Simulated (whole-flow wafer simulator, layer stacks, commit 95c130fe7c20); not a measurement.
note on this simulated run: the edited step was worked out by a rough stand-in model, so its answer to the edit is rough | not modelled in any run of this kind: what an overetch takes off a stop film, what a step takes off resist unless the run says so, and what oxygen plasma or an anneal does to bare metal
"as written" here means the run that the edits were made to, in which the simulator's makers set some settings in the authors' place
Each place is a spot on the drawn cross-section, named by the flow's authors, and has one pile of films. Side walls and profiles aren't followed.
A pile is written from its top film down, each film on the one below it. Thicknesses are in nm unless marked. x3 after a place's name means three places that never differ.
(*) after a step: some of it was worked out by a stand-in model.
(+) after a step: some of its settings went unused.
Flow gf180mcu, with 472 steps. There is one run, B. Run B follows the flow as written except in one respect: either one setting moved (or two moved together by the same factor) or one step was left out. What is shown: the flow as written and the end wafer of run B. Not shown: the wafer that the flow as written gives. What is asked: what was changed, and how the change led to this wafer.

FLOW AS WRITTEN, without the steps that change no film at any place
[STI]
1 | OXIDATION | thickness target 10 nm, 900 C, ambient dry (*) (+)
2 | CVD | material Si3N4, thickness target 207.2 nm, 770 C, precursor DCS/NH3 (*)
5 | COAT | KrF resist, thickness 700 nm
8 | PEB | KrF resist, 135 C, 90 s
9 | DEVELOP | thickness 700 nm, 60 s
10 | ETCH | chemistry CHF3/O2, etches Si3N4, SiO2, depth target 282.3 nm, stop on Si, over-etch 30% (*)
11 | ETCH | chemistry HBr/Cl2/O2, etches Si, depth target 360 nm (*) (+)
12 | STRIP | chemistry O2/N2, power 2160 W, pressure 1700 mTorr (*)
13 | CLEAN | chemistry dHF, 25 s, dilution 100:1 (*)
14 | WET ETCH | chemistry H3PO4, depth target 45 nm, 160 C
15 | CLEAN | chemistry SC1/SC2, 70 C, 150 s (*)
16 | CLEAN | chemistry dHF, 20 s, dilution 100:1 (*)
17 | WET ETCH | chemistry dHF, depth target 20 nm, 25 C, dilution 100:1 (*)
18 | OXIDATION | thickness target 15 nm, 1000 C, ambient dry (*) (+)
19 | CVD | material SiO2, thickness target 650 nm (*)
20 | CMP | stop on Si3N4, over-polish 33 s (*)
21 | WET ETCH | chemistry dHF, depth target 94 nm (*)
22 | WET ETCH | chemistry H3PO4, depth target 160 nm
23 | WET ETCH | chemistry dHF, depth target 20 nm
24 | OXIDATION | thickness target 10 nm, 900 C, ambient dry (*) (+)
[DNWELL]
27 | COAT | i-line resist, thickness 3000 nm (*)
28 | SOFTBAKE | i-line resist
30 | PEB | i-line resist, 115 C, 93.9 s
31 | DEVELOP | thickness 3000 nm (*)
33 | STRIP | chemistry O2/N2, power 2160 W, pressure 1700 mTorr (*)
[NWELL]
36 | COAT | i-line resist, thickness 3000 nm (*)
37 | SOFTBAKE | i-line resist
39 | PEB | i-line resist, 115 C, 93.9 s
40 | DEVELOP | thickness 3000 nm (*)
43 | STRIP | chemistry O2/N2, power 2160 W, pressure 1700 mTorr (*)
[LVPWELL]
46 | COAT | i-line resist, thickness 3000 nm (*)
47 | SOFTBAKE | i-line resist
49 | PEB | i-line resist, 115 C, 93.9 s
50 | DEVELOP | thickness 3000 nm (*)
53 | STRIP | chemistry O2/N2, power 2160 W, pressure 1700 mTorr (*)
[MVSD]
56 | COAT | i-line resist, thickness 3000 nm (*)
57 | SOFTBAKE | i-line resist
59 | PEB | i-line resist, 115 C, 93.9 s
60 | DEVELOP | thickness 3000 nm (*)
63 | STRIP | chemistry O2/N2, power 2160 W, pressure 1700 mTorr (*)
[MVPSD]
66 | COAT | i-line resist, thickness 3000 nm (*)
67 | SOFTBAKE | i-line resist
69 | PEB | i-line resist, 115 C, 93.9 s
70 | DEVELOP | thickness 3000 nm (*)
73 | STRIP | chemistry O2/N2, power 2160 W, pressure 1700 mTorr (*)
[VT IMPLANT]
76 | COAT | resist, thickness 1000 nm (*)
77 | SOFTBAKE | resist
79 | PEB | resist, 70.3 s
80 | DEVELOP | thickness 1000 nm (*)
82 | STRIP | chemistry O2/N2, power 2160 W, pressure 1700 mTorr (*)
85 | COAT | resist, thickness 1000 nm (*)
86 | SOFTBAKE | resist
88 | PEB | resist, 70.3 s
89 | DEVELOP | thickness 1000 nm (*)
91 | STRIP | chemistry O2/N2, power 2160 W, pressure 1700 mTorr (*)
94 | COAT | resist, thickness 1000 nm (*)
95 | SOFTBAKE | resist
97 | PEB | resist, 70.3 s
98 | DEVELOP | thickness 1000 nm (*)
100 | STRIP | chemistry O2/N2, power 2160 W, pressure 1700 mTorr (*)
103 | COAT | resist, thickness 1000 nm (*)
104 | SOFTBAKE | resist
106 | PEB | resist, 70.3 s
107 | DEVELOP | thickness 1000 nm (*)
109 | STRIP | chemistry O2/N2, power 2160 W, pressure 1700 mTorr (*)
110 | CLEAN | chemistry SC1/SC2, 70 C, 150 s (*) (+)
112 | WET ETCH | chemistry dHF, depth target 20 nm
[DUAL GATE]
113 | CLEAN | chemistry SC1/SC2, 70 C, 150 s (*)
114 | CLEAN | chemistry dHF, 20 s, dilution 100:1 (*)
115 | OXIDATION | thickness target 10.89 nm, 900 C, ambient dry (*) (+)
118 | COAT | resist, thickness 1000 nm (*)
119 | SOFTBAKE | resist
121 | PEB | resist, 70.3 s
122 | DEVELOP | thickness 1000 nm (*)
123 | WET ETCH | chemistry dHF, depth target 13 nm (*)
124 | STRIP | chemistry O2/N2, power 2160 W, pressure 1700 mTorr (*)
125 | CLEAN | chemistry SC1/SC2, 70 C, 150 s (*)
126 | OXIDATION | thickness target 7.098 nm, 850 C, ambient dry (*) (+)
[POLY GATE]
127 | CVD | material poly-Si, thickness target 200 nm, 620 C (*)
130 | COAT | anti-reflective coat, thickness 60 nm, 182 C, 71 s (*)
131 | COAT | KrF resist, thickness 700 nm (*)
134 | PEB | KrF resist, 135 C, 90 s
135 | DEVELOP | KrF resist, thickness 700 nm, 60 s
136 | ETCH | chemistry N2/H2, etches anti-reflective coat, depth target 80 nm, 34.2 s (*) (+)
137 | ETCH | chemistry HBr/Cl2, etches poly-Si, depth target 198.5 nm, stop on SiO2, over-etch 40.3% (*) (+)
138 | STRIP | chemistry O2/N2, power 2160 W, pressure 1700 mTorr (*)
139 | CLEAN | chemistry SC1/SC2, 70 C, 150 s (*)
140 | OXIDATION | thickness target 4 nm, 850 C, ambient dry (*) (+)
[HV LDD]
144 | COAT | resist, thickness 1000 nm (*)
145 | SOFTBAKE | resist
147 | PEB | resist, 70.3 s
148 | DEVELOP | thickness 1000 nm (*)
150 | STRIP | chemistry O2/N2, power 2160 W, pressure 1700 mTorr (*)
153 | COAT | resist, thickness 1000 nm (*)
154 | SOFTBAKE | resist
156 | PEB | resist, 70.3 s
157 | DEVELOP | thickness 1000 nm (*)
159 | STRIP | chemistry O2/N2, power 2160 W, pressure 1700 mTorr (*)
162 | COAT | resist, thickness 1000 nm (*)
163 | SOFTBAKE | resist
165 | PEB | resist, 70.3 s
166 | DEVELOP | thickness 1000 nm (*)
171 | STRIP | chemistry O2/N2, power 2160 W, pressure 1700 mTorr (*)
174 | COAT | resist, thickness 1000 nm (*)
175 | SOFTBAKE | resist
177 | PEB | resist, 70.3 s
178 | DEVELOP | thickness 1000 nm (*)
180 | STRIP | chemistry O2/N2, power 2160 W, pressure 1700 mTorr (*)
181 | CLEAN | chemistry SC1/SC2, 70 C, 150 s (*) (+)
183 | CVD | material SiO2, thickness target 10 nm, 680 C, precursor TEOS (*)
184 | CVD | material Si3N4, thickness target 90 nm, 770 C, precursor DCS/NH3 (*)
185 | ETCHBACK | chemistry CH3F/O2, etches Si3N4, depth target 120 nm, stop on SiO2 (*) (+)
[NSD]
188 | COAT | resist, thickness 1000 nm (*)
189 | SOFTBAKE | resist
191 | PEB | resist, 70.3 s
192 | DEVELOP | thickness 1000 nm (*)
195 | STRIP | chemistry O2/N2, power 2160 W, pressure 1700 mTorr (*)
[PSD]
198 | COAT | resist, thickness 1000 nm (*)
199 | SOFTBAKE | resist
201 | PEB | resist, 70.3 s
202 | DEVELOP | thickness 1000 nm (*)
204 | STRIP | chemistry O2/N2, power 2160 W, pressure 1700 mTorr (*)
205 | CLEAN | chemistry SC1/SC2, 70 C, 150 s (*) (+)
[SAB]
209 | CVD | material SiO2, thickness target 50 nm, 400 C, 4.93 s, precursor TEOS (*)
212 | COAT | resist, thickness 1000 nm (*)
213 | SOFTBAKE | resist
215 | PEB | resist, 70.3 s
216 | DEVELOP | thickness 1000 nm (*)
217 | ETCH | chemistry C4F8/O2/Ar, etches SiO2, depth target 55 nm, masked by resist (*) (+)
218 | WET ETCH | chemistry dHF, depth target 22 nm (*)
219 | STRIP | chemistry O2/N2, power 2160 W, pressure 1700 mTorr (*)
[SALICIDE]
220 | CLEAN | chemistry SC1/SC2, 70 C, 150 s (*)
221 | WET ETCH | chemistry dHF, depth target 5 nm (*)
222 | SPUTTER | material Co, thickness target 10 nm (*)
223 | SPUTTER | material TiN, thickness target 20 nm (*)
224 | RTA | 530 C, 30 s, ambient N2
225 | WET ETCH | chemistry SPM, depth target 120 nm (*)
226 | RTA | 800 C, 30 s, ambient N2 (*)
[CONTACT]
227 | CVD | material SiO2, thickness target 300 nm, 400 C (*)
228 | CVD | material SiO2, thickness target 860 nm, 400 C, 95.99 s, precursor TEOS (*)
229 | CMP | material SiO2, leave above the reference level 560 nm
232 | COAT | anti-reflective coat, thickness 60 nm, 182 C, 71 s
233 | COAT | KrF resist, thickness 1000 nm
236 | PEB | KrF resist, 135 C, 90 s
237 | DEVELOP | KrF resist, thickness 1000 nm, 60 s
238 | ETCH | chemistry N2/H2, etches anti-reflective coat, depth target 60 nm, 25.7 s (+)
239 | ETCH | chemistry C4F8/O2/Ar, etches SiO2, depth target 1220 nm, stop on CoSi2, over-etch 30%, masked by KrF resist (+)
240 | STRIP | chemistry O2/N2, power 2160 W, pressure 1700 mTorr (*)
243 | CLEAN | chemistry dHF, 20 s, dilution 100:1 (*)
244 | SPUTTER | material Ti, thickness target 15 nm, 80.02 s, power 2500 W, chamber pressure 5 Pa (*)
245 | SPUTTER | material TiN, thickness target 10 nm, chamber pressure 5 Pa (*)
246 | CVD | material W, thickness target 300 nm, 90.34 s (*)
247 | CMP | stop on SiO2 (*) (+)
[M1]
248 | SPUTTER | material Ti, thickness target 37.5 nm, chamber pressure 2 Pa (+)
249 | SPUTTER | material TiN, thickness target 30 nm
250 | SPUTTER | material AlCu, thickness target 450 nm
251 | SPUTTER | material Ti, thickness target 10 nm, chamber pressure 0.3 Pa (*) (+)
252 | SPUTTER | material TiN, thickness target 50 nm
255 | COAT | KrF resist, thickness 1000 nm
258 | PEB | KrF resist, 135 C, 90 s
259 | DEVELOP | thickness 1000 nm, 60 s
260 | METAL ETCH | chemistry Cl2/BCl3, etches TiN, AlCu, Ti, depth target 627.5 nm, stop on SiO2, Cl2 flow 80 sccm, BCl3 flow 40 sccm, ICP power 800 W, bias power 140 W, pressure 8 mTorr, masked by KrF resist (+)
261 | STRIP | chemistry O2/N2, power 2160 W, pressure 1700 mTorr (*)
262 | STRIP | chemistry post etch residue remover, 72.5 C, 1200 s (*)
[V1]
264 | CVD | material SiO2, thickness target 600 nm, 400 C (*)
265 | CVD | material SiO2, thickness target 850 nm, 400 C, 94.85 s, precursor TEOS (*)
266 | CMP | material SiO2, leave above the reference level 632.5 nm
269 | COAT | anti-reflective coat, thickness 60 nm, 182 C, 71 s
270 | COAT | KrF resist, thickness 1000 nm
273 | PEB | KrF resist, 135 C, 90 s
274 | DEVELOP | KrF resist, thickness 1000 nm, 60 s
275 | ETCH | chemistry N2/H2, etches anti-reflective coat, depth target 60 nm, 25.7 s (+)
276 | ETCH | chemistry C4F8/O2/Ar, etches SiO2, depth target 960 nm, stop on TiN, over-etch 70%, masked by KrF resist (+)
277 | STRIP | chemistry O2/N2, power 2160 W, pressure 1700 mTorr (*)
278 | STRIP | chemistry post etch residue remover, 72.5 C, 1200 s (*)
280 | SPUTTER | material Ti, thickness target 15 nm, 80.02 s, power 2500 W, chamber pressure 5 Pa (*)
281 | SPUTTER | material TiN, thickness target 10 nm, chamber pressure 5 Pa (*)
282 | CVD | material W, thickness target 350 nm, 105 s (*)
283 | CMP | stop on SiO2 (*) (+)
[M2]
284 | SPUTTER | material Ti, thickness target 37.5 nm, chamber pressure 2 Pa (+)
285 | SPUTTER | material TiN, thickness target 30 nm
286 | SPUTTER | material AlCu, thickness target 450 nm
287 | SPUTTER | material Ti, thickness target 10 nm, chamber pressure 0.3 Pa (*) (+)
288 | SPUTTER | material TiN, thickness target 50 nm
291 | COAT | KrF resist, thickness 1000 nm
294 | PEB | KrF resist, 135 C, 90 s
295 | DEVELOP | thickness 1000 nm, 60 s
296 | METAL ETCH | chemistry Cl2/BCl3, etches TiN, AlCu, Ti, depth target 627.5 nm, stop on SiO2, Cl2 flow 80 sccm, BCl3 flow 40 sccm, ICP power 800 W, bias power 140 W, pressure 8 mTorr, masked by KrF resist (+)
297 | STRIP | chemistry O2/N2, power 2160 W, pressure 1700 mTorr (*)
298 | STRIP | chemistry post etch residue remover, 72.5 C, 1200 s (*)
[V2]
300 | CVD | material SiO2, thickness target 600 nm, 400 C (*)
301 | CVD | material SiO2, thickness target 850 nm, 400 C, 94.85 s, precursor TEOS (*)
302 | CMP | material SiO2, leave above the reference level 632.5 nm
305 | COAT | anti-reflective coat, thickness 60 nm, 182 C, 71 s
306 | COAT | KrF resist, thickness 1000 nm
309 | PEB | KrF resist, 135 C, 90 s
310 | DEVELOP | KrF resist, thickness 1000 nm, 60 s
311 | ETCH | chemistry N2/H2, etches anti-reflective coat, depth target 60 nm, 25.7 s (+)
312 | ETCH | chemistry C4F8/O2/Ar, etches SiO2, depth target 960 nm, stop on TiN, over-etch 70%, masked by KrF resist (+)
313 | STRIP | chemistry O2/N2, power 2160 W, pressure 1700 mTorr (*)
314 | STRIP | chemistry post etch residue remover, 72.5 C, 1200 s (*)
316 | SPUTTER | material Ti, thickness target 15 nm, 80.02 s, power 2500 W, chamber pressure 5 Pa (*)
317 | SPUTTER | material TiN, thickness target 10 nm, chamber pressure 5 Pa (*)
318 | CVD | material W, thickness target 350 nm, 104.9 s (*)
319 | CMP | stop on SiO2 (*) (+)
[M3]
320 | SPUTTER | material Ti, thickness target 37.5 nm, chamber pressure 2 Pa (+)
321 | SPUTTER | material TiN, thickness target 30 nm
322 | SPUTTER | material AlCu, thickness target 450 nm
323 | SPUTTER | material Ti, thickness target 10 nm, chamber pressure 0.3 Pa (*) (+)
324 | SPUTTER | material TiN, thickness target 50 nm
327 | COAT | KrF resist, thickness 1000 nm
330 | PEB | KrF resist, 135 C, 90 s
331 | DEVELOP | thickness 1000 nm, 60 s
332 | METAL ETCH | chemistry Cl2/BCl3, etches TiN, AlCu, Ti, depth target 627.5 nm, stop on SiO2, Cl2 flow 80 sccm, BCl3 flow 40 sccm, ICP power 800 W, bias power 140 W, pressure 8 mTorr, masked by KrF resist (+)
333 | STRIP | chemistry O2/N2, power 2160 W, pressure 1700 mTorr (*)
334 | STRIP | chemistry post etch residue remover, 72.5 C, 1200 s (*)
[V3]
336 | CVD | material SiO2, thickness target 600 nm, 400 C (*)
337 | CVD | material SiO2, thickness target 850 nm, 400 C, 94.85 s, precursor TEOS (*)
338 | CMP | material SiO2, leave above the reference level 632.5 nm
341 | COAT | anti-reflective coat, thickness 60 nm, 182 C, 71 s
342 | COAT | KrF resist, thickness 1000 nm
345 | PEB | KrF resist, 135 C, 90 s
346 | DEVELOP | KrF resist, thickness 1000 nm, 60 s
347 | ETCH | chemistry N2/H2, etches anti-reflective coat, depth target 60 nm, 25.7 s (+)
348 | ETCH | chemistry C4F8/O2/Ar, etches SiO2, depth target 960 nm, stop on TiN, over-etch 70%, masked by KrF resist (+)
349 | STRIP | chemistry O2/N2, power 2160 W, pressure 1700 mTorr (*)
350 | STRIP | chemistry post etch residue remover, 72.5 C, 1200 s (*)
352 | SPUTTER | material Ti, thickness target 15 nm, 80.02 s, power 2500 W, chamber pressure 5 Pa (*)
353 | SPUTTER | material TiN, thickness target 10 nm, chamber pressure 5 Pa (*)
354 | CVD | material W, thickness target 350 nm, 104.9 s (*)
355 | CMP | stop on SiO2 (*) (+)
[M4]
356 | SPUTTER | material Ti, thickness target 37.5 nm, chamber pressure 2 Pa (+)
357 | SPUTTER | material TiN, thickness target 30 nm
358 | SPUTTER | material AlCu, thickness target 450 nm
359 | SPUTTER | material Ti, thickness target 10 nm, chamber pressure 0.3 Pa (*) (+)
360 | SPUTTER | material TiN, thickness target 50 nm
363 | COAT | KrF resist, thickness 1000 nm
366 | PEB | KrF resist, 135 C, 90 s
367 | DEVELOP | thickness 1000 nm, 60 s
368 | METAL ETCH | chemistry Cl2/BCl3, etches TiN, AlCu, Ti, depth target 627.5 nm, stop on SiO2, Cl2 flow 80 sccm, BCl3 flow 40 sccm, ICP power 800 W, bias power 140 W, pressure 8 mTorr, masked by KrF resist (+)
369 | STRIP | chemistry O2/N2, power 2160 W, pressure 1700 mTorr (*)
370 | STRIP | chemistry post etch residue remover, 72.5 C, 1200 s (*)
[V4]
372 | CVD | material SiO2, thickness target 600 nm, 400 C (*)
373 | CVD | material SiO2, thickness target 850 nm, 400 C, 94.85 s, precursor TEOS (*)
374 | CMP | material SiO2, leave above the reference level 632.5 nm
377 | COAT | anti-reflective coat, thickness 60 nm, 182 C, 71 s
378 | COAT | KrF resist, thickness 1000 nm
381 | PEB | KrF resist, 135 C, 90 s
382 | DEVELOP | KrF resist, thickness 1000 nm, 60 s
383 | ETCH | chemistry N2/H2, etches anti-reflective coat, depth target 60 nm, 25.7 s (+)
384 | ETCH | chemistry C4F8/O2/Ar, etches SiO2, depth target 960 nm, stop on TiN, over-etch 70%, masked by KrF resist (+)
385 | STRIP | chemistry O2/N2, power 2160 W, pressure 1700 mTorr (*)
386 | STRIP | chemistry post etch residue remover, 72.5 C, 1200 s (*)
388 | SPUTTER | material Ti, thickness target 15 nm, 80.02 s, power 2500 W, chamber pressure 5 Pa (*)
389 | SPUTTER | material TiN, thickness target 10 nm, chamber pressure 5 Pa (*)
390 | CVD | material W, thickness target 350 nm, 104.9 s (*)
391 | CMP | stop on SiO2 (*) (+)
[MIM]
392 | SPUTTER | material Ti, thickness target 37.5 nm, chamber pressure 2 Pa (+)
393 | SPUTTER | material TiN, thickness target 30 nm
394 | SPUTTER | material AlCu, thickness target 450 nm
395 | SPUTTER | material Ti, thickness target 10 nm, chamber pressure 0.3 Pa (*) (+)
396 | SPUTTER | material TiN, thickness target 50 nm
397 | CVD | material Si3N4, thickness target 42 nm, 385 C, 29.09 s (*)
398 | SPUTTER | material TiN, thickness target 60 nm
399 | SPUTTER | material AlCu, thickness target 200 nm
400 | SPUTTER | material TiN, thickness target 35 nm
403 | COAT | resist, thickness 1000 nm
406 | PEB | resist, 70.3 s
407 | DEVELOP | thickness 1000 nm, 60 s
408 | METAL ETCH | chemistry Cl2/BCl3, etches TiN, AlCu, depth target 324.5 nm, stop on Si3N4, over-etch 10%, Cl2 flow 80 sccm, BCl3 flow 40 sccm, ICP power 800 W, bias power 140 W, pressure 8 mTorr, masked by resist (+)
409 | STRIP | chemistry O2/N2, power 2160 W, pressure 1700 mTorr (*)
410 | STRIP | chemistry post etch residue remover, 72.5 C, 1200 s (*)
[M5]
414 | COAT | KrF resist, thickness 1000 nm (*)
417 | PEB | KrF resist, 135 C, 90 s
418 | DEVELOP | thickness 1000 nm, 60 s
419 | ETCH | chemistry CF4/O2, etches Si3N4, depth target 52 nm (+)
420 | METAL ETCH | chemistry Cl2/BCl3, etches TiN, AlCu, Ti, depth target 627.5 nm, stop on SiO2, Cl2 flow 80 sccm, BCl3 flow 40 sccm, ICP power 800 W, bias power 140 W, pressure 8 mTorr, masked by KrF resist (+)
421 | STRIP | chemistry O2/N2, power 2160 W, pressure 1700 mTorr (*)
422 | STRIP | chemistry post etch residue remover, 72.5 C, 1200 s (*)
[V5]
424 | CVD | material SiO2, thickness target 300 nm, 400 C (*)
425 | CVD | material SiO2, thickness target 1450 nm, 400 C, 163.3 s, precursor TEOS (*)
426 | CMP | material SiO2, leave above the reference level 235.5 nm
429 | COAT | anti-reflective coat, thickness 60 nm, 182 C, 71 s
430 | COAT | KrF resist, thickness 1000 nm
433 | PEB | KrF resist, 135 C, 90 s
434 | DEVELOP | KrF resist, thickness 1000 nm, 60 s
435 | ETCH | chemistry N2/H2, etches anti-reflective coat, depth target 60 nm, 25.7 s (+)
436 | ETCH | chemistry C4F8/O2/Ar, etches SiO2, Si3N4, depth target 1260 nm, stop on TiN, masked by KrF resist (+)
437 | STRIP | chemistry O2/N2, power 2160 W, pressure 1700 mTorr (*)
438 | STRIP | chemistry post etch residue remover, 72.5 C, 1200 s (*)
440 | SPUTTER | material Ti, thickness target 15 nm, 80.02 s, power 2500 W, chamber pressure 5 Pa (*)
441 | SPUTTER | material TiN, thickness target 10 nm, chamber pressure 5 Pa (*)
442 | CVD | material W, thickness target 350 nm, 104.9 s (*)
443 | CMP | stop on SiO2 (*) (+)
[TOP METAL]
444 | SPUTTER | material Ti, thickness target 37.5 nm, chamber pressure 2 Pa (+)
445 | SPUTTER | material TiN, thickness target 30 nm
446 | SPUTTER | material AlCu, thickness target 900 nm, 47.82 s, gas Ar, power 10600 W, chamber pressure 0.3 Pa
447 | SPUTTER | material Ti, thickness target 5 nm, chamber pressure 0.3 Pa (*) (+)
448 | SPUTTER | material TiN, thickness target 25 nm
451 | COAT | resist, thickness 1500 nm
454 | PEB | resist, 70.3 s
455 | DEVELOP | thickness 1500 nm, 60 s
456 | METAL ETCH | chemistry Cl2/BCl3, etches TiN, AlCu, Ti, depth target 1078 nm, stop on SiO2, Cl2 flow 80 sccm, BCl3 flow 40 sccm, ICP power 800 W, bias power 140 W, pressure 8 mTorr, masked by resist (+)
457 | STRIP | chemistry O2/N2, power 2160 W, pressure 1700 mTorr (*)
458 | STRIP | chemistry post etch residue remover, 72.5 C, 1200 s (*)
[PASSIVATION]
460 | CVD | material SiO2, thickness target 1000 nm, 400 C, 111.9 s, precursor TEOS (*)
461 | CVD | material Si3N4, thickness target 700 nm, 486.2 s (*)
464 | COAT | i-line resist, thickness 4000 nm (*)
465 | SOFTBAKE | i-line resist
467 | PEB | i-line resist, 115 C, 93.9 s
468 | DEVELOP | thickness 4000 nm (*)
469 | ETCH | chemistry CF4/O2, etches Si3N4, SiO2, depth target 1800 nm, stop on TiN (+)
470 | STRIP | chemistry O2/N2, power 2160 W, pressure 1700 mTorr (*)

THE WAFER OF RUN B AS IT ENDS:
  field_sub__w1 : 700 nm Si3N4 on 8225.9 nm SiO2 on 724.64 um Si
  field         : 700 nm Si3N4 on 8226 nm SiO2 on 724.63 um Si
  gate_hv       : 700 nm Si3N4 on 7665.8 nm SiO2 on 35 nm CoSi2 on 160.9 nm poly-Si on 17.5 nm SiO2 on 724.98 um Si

The reason: step 126, OXIDATION: thickness target 10.86 nm was run, while the flow as written has thickness target 7.098 nm.

Step by step, how the change led to this:
  126 | OXIDATION | thickness target 7.098 nm, 850 C, ambient dry (*) (+)
      gate_hv, active_hv, active_nat and 25 more: +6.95 SiO2, -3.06 Si (in the flow as written it would be: +3.72 SiO2, -1.64 Si)
      ld_fp_n, ld_drift_n, ld_fp_p and 13 more: +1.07 SiO2, -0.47 Si (in the flow as written it would be: +0.52 SiO2, -0.23 Si)
      (as well as at 48 more places)
  130 | COAT | anti-reflective coat, thickness 60 nm, 182 C, 71 s (*)
      pplus_u: +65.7 anti-reflective coat (new film) (in the flow as written it would be: +67.1 anti-reflective coat (new film))
  136 | ETCH | chemistry N2/H2, etches anti-reflective coat, depth target 80 nm, 34.2 s (*) (+)
      pplus_u: -65.7 anti-reflective coat (all of it), -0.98 poly-Si (in the flow as written it would be: -67.1 anti-reflective coat (all of it), -0.95 poly-Si)
  189 | SOFTBAKE | resist
      active_hv: -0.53 resist (in the flow as written it would be: +2.68 resist)
      nw_enc_fld_lv__w3: -1.6 resist (in the flow as written it would be: +2.11 resist)
      (as well as at 1 more place)
  199 | SOFTBAKE | resist
      active_hv: -0.53 resist (in the flow as written it would be: +2.68 resist)
      nw_enc_fld_lv__w3: -1.6 resist (in the flow as written it would be: +2.11 resist)
      (as well as at 1 more place)
  218 | WET ETCH | chemistry dHF, depth target 22 nm (*)
      active, p_well, sd_n, iso_ptap_pw, iso_ntap_nw, iso_ptap_sub, vpnp_e: -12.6 SiO2 (all of it) (in the flow as written it would be: -9.01 SiO2 (all of it))
      ldn_tap, ldn_src, ldn_drn, ldp_tap, ldp_src, ldp_drn, ldp_gr: -19.1 SiO2 (all of it) (in the flow as written it would be: -16 SiO2 (all of it))
      (as well as at 9 more places)
